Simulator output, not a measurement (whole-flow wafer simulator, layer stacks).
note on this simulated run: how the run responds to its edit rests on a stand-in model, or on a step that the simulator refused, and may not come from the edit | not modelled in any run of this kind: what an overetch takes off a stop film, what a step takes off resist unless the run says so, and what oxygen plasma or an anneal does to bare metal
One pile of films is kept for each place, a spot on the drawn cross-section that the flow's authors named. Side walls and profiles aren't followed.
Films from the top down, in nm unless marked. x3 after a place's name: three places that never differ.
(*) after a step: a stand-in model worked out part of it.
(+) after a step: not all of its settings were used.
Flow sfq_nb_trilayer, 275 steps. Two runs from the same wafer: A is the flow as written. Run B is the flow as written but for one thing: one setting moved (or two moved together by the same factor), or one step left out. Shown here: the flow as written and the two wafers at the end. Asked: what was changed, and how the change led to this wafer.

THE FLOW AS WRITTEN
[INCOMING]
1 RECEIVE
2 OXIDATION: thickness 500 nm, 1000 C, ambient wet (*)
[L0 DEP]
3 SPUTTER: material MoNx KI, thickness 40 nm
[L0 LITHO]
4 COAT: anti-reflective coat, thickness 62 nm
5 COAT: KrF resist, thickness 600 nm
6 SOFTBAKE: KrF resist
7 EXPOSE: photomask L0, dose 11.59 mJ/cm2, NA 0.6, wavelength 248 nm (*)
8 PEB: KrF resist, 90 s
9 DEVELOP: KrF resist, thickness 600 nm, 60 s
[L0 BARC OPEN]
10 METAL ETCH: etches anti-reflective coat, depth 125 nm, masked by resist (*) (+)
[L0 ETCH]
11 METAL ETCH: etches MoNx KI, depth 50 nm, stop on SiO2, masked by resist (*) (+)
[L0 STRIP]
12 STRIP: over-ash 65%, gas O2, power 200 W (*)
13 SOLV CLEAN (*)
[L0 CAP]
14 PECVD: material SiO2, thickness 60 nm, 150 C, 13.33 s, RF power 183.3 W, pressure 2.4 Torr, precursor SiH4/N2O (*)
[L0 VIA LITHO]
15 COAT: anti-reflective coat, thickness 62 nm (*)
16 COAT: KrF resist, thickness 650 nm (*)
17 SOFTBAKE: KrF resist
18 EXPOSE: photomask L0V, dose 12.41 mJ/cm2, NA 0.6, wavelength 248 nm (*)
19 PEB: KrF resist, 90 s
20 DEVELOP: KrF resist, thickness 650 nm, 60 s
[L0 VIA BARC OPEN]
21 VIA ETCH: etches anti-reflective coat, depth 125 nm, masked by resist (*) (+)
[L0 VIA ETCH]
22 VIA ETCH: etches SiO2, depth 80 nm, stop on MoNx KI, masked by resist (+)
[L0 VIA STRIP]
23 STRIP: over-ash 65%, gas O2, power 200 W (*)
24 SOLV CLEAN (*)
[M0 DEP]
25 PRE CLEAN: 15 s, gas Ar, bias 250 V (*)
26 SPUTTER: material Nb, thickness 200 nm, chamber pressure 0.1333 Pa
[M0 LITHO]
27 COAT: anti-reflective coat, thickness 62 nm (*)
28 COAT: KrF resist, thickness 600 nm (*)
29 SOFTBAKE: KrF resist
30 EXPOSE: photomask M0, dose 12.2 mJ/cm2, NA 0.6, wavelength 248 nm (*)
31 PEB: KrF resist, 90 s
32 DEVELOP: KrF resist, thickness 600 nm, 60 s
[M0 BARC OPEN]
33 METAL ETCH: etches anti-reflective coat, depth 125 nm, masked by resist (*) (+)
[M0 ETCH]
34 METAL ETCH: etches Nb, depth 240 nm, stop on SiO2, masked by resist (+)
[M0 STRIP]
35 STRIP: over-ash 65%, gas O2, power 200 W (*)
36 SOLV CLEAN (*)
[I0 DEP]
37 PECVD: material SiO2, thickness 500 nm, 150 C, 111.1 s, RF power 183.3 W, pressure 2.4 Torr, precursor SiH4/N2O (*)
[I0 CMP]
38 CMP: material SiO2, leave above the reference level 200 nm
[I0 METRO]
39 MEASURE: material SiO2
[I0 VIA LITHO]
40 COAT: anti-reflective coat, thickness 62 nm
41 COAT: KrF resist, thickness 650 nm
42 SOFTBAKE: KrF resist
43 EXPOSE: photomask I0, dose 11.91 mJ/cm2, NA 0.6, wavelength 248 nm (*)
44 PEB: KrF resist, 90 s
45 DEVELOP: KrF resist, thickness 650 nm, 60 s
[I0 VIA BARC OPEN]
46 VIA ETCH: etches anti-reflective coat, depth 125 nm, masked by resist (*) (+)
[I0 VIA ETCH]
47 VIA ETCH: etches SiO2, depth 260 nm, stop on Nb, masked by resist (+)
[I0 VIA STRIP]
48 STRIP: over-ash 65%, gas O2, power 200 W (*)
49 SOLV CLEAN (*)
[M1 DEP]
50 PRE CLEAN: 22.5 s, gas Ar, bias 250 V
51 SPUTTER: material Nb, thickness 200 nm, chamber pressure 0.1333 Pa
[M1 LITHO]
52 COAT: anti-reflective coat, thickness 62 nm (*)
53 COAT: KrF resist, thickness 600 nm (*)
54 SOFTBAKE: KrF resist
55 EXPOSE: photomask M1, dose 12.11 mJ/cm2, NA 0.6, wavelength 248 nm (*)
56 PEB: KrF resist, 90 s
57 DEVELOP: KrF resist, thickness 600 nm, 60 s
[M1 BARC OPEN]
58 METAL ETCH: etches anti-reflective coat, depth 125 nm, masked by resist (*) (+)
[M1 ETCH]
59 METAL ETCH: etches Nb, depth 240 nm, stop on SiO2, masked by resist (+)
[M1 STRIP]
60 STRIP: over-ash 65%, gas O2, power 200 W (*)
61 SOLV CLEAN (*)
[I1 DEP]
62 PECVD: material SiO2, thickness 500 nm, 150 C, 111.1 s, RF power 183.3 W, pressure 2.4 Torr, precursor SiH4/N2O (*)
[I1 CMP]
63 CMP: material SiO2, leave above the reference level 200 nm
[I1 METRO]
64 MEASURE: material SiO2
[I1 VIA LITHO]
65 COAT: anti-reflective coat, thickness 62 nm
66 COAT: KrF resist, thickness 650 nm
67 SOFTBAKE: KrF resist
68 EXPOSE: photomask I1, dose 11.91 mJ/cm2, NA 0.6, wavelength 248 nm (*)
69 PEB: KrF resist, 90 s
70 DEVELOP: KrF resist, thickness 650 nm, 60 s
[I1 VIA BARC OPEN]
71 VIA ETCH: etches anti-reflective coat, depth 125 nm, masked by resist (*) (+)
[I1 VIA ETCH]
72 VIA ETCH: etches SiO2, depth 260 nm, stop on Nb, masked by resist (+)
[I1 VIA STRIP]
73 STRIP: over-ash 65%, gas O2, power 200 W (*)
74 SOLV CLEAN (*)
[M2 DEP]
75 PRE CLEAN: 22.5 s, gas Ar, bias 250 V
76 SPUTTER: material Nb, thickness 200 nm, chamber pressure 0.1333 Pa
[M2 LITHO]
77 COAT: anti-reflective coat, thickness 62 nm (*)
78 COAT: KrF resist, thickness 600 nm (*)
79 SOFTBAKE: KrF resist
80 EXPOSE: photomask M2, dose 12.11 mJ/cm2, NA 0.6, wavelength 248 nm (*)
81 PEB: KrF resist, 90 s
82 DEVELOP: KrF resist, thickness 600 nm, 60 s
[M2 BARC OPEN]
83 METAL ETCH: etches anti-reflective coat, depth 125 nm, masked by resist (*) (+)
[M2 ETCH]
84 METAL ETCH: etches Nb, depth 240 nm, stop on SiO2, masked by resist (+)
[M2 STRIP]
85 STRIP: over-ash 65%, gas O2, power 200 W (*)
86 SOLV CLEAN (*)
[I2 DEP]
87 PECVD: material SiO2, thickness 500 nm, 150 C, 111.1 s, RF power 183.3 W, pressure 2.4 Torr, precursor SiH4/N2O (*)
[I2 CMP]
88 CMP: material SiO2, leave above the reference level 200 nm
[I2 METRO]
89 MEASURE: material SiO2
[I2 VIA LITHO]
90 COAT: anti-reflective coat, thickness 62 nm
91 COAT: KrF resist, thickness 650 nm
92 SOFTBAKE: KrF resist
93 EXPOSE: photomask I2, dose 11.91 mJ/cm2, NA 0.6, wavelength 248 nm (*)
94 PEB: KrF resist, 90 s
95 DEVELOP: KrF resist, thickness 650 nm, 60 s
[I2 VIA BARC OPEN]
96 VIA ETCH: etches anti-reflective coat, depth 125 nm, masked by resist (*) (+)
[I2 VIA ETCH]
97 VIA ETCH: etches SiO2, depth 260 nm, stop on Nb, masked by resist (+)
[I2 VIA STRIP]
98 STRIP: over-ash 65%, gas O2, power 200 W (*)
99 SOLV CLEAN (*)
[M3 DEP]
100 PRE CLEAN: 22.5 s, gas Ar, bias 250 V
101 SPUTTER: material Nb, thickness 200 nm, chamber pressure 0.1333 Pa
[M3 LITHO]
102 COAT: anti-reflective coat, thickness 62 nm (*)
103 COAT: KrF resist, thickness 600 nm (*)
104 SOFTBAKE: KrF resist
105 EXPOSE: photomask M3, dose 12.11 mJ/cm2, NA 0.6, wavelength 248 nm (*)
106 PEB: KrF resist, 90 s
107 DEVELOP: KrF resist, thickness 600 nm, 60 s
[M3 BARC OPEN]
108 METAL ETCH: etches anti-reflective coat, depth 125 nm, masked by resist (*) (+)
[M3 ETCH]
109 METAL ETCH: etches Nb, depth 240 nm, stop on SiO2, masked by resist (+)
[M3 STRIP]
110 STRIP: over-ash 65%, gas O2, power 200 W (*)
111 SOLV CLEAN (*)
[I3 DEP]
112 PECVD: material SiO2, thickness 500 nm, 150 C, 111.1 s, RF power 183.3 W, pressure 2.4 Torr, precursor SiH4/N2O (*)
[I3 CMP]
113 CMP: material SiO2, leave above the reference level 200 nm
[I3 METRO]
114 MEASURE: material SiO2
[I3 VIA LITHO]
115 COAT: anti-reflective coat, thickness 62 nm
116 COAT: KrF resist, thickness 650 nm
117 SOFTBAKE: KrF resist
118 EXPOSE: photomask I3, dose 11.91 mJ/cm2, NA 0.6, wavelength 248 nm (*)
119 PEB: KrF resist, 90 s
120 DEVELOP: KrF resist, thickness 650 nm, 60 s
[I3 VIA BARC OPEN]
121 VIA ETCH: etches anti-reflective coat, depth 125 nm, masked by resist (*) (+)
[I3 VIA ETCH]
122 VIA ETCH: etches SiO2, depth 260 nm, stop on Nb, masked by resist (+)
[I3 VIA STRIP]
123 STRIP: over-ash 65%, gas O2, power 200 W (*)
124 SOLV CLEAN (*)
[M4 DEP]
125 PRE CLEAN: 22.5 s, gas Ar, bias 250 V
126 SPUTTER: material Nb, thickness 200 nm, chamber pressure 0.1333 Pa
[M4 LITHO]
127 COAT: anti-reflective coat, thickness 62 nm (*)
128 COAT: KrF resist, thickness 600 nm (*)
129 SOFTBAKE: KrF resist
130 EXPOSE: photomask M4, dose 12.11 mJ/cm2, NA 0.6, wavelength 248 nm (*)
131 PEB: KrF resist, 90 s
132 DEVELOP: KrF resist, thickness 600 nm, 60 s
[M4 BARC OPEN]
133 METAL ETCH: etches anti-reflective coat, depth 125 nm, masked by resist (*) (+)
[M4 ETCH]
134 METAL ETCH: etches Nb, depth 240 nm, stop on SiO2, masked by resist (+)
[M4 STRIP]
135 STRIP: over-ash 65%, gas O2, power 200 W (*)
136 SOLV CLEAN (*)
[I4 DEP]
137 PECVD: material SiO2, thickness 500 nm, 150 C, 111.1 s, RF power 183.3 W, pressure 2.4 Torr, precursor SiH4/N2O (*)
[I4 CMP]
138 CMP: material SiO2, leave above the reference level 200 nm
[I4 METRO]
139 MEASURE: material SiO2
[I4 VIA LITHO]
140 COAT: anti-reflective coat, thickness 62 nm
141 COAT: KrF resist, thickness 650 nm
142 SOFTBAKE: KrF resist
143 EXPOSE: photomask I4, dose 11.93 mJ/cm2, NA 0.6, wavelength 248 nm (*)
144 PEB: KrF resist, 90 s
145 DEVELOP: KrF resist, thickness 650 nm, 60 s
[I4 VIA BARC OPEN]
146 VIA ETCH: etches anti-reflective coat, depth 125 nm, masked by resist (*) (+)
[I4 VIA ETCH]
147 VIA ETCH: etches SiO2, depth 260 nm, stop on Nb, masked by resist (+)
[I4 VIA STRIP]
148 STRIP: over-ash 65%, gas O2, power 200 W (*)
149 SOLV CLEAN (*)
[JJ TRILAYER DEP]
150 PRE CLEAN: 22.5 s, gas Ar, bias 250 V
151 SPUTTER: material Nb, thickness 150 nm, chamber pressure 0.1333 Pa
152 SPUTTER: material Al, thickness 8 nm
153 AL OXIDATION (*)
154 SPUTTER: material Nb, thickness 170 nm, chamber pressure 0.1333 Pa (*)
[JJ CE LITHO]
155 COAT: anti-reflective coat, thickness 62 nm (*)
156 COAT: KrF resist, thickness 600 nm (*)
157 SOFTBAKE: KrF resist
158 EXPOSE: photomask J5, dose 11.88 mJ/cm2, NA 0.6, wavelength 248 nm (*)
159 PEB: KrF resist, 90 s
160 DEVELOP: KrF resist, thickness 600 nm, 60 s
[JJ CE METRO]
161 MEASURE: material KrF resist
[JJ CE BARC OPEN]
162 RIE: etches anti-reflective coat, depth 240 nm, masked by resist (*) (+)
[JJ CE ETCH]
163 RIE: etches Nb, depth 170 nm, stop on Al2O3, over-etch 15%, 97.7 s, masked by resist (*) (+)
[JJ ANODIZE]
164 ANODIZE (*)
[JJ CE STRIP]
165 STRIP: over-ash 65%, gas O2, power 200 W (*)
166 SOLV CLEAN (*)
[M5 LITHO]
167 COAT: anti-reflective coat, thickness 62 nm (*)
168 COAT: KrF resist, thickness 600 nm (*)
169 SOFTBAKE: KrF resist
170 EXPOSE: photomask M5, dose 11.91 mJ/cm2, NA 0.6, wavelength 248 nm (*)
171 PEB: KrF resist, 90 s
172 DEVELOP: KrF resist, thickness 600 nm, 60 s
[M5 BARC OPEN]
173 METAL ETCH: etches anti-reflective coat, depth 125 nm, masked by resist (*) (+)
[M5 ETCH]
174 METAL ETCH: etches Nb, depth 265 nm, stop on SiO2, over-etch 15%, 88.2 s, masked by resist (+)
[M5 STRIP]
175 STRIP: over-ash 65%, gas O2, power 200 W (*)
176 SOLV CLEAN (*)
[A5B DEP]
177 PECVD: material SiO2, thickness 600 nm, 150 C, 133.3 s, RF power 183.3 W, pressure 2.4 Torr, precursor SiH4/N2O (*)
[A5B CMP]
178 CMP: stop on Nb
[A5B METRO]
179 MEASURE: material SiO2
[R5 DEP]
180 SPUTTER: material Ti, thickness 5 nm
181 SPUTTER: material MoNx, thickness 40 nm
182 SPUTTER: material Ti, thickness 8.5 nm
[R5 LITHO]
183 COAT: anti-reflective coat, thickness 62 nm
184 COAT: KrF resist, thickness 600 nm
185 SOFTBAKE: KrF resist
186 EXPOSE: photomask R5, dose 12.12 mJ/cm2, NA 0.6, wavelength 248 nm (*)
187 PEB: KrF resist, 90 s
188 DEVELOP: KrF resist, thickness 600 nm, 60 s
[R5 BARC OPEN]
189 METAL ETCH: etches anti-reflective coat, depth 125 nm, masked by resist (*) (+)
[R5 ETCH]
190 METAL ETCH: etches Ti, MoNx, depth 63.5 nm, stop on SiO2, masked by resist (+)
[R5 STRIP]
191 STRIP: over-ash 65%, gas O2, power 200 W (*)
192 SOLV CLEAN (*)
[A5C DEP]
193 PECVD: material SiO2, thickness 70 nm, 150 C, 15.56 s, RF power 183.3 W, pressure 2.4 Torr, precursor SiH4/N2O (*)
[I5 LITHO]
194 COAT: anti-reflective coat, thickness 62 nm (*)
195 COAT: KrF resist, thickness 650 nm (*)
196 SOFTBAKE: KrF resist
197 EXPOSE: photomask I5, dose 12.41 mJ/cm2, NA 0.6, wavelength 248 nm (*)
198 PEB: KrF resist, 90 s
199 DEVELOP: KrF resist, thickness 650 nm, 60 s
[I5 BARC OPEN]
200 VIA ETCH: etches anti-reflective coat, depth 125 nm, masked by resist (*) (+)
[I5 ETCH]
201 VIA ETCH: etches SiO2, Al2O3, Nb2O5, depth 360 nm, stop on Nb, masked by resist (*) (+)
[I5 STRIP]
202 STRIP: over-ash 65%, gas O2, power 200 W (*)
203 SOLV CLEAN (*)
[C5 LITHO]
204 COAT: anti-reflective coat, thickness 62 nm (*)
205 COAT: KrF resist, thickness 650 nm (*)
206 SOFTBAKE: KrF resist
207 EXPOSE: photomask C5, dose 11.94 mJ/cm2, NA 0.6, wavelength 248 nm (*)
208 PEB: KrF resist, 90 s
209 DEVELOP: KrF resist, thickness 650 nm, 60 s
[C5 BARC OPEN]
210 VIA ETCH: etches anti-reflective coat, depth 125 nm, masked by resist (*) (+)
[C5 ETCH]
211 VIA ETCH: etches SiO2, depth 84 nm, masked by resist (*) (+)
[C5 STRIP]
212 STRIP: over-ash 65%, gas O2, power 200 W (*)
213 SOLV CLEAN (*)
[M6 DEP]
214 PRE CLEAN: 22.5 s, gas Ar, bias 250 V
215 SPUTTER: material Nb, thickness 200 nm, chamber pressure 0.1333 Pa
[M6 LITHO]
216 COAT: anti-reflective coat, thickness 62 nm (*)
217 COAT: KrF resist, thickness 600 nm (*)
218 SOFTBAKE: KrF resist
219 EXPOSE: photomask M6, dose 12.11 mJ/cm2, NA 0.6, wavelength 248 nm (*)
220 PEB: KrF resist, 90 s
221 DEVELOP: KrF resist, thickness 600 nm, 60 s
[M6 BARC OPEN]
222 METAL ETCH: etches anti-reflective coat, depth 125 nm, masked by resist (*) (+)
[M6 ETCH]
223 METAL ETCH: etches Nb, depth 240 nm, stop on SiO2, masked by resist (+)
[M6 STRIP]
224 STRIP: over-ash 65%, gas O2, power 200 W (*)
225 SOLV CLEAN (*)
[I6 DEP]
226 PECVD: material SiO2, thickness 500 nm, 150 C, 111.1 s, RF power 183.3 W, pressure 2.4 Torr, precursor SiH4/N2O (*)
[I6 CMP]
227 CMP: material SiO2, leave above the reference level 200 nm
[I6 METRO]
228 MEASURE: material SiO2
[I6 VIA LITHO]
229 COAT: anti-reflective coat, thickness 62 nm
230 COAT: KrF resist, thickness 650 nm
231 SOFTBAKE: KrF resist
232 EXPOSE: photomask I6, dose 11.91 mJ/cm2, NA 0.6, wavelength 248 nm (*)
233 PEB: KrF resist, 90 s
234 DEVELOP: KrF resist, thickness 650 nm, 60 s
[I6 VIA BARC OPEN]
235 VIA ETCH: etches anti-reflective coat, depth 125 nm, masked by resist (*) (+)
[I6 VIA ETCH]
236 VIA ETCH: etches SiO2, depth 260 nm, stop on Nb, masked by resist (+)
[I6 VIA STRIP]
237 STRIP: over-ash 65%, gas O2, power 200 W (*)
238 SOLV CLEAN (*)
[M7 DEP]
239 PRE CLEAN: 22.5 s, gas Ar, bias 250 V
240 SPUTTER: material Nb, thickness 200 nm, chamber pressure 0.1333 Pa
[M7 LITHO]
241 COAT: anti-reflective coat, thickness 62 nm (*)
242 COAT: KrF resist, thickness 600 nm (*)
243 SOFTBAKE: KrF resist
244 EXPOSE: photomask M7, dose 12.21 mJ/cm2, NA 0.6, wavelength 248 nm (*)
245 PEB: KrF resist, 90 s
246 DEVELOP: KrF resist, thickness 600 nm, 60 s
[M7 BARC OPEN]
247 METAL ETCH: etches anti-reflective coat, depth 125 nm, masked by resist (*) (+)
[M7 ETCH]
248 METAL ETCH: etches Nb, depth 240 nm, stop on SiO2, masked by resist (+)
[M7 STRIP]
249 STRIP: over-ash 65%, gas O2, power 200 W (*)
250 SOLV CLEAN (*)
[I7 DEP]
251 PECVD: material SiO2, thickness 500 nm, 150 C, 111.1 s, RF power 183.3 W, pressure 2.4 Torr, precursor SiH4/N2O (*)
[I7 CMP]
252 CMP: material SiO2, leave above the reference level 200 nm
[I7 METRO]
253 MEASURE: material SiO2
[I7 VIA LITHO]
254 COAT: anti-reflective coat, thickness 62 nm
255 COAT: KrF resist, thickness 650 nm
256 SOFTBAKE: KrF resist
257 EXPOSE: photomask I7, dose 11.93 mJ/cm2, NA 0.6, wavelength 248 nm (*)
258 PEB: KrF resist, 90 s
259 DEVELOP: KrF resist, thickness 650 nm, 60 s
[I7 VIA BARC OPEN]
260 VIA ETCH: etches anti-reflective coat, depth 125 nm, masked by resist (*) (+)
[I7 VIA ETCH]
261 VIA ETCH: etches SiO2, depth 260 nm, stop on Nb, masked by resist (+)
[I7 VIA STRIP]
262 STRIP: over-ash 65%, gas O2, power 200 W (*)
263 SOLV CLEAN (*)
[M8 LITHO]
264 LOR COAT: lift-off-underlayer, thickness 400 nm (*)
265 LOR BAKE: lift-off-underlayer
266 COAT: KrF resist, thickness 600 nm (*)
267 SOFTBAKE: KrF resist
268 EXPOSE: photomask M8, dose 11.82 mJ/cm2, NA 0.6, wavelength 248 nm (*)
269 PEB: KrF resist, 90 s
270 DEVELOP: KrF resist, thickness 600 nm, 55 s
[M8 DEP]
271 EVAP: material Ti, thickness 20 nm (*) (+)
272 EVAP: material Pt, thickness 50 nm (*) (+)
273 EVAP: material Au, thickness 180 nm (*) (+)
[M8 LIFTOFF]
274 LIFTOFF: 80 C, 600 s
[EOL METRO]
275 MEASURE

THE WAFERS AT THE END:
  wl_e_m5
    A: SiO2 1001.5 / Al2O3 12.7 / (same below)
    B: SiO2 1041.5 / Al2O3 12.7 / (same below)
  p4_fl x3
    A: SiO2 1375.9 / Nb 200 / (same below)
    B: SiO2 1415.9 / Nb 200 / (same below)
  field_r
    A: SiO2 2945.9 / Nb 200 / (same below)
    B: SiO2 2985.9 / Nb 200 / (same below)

The cause: step 215, SPUTTER: thickness 240 nm was run, where the flow has thickness 200 nm.

How the change led to this, step by step:
  215 SPUTTER: material Nb, thickness 200 nm, chamber pressure 0.1333 Pa
      field_l, v_sur, via_wl and 100 more: A Nb +200 (new film) | B Nb +240 (new film)
      be: A Nb +147.3 | B Nb +176.3
      (and at 2 more places)
  216 COAT: anti-reflective coat, thickness 62 nm (*)
      be: A anti-reflective coat +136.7 (new film) | B anti-reflective coat +139.7 (new film)
  223 METAL ETCH: etches Nb, depth 240 nm, stop on SiO2, masked by resist (+)
      field_l, gap, moat and 76 more: A Nb -200 (all of it) | B Nb -240 (all of it)
  224 STRIP: over-ash 65%, gas O2, power 200 W (*)
      be: A KrF resist -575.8 (all of it), anti-reflective coat -136.7 (all of it) | B KrF resist -582.6 (all of it), anti-reflective coat -139.7 (all of it)
  226 PECVD: material SiO2, thickness 500 nm, 150 C, 111.1 s, RF power 183.3 W, pressure 2.4 Torr, precursor SiH4/N2O (*)
      gap, wl_a_sl, m6r_space_l x2: A SiO2 +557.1 | B SiO2 +597.1
      be: A SiO2 +693.5 (new film) | B SiO2 +708.3 (new film)
  227 CMP: material SiO2, leave above the reference level 200 nm
      field_l, p4_fl x3, p4_w1 x9 and 49 more: A SiO2 -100 | B SiO2 -60
      moat, field_r, lsp_l, ln_m5, lsp_m: A SiO2 -93.6 | B SiO2 -52.3
      (and at 9 more places)
